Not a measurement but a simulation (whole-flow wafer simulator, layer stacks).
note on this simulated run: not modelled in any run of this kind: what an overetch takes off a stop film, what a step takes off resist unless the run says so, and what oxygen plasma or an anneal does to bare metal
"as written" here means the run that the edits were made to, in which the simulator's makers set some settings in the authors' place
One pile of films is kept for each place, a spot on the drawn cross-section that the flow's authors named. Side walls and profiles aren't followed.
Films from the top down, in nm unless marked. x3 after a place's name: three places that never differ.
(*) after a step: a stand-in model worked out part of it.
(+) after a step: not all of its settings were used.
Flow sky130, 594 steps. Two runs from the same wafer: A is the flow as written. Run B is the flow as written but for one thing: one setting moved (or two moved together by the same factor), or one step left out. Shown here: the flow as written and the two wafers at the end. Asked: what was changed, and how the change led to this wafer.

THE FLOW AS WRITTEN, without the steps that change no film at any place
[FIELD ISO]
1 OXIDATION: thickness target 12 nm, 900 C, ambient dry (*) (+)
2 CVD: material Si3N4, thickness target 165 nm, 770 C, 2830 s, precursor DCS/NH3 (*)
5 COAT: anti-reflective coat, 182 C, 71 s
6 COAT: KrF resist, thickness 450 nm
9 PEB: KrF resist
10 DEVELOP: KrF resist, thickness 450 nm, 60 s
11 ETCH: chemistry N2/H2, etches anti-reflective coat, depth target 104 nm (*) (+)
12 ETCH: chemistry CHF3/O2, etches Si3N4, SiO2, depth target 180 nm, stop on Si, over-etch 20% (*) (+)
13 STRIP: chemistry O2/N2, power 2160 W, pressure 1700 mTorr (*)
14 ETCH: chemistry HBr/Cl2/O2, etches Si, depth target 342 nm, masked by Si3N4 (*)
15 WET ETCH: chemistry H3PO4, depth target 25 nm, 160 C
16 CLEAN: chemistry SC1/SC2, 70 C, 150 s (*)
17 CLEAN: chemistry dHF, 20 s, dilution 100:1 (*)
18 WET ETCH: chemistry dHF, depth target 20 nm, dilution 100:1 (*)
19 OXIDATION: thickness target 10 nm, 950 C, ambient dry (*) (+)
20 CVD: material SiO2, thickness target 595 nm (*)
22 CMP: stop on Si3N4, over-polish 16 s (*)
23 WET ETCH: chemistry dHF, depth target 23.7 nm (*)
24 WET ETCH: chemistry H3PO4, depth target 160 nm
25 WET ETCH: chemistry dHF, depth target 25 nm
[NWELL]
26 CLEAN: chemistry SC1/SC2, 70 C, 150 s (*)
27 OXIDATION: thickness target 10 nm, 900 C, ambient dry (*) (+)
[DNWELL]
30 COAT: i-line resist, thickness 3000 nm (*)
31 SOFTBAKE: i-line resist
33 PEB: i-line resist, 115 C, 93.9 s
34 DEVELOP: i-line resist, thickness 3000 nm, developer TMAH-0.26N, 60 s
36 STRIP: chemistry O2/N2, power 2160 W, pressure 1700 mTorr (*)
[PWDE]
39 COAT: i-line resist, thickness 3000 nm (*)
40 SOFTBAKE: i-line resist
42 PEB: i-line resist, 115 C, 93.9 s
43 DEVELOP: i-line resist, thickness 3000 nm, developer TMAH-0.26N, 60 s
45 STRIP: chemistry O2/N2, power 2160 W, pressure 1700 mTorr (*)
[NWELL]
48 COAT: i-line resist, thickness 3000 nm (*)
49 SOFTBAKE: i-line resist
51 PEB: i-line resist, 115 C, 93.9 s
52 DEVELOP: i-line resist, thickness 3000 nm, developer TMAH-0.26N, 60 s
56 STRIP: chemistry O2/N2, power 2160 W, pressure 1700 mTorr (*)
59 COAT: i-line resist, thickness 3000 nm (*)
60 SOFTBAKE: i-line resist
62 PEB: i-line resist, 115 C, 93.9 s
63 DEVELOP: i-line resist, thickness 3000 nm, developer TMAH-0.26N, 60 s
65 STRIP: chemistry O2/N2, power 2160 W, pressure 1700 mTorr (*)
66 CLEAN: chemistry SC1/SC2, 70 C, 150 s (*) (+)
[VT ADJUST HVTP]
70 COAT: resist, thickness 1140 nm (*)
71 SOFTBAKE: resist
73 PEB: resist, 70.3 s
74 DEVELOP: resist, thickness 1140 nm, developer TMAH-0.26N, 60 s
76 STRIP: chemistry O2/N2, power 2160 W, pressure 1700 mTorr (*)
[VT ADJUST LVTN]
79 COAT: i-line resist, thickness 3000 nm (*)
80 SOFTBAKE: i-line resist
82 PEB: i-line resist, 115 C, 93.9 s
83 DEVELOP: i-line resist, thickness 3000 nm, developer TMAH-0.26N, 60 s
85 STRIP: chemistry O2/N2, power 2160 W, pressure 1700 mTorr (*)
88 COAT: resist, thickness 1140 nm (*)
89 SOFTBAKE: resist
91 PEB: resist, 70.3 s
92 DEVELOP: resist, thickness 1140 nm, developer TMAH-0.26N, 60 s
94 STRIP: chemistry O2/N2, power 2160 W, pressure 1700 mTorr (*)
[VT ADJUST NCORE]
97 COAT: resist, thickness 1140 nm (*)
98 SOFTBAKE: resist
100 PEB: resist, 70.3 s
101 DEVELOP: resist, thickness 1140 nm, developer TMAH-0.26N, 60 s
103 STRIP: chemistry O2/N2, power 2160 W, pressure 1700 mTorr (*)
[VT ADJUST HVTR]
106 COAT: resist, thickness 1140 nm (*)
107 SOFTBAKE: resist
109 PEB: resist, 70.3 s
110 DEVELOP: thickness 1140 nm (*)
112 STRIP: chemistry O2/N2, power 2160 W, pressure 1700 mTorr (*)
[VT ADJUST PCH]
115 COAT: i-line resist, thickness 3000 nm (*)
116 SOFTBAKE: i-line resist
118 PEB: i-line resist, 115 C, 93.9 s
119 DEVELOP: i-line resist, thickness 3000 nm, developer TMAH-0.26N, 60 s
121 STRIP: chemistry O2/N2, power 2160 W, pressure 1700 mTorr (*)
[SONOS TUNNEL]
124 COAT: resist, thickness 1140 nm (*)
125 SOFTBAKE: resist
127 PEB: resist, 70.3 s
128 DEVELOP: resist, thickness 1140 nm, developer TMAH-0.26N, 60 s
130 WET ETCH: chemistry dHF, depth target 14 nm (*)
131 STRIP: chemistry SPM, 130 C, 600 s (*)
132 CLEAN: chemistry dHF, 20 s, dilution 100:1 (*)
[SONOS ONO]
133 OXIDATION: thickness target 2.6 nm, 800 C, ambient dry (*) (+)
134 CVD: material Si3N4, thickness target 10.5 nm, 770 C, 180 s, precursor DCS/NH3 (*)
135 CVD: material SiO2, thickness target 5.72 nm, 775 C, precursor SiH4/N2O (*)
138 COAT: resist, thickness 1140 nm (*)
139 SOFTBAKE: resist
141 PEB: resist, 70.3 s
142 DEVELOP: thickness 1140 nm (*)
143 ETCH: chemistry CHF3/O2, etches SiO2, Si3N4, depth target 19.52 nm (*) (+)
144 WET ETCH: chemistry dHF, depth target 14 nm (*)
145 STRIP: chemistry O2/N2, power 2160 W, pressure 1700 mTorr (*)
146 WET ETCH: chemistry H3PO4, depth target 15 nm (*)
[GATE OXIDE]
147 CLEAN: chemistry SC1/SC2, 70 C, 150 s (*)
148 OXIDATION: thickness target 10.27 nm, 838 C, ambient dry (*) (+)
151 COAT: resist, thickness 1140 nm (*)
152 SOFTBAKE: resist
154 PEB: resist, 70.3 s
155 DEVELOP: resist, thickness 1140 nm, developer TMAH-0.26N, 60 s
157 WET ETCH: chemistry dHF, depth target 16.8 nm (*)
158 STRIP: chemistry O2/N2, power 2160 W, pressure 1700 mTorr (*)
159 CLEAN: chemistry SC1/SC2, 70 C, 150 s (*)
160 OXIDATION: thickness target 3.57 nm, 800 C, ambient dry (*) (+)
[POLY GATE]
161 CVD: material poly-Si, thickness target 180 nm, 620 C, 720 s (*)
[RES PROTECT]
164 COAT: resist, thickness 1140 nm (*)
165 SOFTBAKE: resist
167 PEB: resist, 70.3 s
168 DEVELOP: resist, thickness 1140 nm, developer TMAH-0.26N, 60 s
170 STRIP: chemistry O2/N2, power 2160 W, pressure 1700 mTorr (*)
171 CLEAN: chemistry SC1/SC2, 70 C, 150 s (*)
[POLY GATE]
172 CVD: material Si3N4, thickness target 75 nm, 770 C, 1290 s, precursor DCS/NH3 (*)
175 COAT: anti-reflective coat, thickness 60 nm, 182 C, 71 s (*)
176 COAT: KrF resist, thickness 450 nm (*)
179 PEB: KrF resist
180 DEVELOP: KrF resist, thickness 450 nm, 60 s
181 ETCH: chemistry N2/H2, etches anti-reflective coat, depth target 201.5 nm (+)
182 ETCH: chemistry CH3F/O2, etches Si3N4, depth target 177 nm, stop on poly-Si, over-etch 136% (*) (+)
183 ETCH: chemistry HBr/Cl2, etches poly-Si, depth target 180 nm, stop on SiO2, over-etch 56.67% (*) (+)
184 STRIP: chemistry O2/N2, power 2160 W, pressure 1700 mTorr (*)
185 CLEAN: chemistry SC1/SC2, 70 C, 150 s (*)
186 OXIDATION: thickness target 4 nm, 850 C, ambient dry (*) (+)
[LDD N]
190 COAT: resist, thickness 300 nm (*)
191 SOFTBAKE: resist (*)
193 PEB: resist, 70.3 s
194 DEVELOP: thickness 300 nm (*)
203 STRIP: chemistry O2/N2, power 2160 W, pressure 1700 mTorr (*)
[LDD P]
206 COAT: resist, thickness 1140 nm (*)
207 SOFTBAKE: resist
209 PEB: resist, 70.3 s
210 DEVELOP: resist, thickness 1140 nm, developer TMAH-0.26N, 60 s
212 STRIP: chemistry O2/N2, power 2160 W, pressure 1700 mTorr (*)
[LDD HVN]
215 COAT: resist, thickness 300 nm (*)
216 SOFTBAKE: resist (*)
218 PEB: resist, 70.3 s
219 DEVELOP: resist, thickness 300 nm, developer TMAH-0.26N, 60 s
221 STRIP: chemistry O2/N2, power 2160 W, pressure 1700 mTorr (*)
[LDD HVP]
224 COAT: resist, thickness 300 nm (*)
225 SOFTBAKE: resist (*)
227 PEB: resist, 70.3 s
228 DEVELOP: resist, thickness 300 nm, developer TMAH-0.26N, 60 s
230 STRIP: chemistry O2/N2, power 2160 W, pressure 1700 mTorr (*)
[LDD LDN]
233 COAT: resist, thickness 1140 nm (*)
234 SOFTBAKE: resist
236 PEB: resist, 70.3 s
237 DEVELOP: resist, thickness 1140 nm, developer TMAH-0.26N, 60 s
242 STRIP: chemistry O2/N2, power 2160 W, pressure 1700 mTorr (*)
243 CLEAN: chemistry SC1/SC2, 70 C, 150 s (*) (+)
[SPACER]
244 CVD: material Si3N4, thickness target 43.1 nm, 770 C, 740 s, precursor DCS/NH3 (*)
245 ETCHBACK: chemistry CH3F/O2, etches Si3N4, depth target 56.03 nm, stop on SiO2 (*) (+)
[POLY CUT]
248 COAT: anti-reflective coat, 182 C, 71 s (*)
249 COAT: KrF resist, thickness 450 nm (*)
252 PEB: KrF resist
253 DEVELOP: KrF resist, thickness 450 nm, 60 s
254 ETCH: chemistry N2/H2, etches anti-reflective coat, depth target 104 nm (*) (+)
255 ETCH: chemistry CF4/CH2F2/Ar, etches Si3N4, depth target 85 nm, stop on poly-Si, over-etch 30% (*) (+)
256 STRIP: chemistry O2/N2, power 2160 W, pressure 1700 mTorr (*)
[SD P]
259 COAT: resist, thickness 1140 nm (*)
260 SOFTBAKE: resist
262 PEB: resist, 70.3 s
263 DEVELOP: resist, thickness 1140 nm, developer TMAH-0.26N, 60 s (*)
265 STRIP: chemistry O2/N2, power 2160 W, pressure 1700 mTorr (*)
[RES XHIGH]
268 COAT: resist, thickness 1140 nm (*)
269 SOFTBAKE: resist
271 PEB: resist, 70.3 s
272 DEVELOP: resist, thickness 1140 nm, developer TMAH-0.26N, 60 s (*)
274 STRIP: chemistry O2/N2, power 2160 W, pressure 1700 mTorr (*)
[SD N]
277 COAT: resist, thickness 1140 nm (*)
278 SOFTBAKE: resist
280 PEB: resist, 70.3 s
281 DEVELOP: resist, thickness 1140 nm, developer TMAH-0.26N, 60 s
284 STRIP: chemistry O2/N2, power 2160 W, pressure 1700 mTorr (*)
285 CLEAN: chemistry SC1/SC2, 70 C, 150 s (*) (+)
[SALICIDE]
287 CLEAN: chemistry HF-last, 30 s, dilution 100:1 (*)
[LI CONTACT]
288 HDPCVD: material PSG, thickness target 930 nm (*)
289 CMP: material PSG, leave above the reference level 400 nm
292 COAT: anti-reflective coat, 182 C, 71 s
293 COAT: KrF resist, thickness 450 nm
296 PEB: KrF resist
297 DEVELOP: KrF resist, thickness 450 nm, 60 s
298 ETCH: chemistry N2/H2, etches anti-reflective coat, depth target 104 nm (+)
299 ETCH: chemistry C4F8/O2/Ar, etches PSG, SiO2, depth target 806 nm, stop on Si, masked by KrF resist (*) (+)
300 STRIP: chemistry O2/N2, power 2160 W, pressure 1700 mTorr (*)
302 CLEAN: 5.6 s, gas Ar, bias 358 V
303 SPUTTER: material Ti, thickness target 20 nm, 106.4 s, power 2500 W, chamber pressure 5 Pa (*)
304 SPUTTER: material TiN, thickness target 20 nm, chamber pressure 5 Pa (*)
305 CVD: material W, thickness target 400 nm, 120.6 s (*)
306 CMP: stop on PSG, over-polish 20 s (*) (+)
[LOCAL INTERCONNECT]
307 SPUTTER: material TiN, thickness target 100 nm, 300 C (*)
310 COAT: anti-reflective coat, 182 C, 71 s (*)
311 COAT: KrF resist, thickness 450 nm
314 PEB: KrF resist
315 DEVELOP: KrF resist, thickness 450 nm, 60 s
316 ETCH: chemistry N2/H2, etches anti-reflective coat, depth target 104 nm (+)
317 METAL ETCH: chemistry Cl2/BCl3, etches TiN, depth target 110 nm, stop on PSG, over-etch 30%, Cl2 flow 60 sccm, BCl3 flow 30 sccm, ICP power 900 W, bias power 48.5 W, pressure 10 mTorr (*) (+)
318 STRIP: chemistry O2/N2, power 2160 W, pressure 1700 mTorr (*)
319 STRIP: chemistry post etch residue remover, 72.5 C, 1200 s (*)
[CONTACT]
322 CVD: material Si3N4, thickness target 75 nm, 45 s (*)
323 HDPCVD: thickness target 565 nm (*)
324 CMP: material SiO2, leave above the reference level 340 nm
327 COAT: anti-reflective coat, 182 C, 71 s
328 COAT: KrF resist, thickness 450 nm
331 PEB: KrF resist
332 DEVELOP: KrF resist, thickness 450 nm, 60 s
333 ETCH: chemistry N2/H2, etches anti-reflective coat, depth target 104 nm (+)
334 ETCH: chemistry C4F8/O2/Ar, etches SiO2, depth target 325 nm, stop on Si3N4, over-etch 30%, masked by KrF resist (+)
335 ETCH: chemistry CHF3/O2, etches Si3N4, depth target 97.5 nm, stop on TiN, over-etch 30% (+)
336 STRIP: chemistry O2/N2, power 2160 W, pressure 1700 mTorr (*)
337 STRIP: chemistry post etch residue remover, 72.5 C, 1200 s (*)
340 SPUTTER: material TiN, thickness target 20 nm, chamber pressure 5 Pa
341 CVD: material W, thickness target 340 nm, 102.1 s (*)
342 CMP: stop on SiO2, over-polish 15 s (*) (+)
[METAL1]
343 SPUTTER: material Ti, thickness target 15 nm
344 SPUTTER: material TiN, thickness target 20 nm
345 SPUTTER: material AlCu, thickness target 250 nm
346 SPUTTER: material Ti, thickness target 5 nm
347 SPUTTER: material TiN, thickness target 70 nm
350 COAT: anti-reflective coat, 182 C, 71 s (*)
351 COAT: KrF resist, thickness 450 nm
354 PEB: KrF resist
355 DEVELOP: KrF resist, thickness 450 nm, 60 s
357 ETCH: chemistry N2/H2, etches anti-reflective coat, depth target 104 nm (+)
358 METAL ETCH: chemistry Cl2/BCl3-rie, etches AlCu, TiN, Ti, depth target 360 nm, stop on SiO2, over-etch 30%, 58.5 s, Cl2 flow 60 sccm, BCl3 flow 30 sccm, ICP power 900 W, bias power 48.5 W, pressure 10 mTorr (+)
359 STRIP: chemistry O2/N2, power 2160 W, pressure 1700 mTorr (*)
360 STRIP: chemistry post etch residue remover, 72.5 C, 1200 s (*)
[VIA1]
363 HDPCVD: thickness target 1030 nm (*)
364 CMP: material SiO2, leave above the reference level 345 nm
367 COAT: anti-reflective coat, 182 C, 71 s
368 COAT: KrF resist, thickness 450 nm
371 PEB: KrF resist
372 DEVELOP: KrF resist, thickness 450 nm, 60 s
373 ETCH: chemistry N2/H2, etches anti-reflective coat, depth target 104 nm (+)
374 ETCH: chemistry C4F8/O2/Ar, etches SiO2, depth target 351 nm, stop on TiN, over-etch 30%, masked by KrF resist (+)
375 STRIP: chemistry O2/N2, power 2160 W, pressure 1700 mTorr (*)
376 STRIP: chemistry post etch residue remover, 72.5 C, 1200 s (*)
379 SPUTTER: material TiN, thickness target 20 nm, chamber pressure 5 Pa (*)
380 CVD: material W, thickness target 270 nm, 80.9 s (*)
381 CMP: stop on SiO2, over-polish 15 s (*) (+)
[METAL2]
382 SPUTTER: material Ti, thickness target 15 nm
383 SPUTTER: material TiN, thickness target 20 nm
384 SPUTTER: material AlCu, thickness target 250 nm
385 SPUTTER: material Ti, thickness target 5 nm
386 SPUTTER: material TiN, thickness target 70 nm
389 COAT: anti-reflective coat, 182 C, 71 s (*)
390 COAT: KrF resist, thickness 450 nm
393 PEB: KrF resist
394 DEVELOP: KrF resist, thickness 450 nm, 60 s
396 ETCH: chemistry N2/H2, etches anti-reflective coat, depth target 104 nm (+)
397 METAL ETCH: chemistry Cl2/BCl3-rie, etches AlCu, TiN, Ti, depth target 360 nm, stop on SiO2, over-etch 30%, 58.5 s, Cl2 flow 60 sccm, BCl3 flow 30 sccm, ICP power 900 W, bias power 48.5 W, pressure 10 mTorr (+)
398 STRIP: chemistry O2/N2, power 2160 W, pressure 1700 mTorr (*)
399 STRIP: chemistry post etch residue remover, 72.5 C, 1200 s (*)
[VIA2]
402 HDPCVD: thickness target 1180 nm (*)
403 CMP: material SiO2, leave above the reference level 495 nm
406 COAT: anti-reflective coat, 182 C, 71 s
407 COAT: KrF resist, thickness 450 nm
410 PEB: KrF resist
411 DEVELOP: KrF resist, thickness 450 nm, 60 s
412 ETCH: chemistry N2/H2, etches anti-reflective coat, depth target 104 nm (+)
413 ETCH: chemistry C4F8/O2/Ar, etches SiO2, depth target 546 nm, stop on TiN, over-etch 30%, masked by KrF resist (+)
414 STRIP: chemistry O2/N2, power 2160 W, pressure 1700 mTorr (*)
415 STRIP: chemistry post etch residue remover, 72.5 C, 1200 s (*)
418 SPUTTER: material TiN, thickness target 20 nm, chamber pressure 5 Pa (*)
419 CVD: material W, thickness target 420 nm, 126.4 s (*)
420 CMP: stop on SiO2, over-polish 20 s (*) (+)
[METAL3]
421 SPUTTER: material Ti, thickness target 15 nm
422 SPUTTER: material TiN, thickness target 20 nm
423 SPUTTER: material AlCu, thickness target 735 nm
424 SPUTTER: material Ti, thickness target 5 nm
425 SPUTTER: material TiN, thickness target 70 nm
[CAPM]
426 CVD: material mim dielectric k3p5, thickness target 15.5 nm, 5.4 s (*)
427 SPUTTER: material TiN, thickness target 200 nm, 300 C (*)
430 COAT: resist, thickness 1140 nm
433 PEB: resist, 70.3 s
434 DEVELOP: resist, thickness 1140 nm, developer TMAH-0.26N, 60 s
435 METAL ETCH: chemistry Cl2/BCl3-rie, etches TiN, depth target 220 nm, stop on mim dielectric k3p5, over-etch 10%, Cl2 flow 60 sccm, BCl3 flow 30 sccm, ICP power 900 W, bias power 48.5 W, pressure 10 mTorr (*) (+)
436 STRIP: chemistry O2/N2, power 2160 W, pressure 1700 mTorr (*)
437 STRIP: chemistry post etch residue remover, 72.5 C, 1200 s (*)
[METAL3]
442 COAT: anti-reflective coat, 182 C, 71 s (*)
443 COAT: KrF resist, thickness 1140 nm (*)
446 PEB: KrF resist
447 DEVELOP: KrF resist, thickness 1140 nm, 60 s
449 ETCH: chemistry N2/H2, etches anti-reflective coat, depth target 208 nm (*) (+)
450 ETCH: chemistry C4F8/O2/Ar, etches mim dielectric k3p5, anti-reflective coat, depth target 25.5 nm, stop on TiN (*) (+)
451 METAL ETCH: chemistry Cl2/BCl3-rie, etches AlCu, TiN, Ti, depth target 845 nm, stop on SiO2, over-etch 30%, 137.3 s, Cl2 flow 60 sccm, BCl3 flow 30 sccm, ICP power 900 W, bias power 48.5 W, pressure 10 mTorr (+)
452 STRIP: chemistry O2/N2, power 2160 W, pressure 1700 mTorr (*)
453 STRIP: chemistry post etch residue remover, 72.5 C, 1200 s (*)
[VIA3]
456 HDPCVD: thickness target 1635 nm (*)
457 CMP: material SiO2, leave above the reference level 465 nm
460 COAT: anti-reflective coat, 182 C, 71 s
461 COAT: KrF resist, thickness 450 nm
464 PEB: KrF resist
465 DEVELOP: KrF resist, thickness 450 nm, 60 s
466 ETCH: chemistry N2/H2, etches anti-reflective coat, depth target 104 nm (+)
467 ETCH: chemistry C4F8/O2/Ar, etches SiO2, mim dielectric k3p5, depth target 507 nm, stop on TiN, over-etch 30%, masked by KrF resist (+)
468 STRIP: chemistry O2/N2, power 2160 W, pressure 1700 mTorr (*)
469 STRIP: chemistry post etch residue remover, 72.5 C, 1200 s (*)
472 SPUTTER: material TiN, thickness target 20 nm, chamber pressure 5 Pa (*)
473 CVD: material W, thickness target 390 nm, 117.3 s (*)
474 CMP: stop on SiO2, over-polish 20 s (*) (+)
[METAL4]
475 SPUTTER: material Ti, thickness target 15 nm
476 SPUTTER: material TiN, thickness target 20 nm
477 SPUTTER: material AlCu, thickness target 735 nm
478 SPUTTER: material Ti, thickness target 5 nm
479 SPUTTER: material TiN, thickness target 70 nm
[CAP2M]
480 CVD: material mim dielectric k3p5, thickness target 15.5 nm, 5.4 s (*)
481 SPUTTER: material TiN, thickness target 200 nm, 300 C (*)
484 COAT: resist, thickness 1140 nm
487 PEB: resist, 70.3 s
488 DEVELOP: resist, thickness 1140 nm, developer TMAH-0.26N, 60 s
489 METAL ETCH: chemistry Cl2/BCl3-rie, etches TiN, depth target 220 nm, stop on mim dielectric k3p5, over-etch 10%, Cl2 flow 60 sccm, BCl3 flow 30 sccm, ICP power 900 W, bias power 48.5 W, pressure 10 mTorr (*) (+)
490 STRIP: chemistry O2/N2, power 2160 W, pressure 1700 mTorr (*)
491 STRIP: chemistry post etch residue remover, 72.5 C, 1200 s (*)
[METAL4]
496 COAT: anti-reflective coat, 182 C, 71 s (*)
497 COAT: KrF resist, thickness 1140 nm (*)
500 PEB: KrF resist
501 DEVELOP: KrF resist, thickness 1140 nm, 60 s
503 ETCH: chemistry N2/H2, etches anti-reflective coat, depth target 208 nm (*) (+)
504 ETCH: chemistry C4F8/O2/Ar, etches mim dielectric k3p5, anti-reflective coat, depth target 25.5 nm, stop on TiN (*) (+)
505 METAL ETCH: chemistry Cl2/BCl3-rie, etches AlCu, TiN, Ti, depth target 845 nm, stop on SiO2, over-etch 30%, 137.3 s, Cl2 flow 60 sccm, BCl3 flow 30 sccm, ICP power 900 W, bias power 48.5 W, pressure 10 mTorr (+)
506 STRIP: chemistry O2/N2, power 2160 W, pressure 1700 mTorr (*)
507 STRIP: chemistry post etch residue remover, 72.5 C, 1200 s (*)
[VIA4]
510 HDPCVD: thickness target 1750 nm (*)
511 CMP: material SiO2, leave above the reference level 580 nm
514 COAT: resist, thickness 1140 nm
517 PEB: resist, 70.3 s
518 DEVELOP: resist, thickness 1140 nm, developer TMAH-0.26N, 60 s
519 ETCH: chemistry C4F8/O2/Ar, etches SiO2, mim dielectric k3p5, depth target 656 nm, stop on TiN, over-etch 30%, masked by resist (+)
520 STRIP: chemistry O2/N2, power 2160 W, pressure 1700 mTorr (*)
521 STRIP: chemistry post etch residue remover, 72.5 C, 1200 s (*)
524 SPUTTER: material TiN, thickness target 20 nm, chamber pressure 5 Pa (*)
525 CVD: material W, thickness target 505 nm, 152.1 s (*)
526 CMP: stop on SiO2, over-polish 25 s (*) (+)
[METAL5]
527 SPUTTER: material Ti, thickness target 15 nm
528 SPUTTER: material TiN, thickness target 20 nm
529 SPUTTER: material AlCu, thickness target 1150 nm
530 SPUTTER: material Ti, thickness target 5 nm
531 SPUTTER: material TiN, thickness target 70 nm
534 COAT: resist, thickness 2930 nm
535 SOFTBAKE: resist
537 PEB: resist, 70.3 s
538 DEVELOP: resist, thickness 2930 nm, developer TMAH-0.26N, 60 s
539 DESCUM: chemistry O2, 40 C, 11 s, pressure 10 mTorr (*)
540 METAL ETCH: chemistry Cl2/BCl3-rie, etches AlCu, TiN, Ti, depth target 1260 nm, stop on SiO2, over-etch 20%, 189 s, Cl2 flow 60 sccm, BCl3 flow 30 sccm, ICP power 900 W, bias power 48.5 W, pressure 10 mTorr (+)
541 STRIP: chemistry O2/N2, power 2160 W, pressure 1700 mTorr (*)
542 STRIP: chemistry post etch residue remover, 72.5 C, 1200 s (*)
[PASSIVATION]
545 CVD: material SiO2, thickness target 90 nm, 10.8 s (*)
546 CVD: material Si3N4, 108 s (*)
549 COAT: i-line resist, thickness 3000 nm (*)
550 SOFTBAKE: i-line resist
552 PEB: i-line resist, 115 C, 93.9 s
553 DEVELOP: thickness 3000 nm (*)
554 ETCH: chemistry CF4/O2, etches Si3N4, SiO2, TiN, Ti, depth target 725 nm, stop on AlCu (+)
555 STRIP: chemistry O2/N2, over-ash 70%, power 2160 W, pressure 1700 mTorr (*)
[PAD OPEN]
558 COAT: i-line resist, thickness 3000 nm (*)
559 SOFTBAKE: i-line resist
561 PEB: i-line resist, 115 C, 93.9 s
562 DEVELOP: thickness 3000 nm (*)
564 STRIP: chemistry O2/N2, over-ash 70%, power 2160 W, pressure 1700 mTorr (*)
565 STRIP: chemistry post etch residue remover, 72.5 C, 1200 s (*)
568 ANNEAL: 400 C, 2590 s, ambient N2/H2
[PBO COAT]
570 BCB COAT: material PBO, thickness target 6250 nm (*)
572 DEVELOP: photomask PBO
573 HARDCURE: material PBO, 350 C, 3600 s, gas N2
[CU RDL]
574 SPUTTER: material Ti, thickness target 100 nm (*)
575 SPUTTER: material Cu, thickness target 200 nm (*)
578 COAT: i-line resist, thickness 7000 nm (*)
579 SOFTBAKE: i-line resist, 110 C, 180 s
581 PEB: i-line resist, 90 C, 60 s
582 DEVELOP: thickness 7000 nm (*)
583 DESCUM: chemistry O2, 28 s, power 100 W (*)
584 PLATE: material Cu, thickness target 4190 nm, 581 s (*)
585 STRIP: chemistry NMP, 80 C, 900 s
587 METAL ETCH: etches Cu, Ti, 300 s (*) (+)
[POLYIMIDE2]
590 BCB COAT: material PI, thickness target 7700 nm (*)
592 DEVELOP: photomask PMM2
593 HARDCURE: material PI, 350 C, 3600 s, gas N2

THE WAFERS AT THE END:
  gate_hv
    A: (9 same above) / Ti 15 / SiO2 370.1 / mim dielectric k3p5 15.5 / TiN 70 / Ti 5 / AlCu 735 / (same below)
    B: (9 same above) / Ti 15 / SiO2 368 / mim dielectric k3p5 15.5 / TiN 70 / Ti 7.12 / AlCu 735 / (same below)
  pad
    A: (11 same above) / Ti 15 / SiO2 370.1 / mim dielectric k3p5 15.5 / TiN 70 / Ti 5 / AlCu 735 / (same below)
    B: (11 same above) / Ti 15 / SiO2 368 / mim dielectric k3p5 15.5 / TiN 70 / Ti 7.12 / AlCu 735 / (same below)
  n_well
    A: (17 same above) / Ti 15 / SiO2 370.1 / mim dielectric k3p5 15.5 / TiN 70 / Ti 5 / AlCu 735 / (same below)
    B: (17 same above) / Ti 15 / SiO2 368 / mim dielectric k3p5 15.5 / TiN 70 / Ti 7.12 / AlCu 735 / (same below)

The cause: step 424, SPUTTER: thickness target 7.12 nm was run, where the flow has thickness target 5 nm.
It can be read off the wafer: gate_hv has Ti 7.12, and step 424 as written asks for 5 nm.

How the change led to this, step by step:
  424 SPUTTER: material Ti, thickness target 5 nm
      field, active, n_well and 188 more: A Ti +5 (new film) | B Ti +7.12 (new film)
  451 METAL ETCH: chemistry Cl2/BCl3-rie, etches AlCu, TiN, Ti, depth target 845 nm, stop on SiO2, over-etch 30%, 137.3 s, Cl2 flow 60 sccm, BCl3 flow 30 sccm, ICP power 900 W, bias power 48.5 W, pressure 10 mTorr (+)
      field, gate, spacer and 68 more: A TiN -70 (all of it), Ti -5 (all of it), AlCu -735 (all of it), TiN -20 (all of it), Ti -15 (all of it), SiO2 -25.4 | B TiN -70 (all of it), Ti -7.12 (all of it), AlCu -735 (all of it), TiN -20 (all of it), Ti -15 (all of it), SiO2 -25.1
      active, vpp_ln, vpp_iso2 and 11 more: A TiN -70 (all of it), Ti -5 (all of it), AlCu -735 (all of it), TiN -20 (all of it), Ti -15 (all of it), SiO2 -25.3 | B TiN -70 (all of it), Ti -7.12 (all of it), AlCu -735 (all of it), TiN -20 (all of it), Ti -15 (all of it), SiO2 -25.1
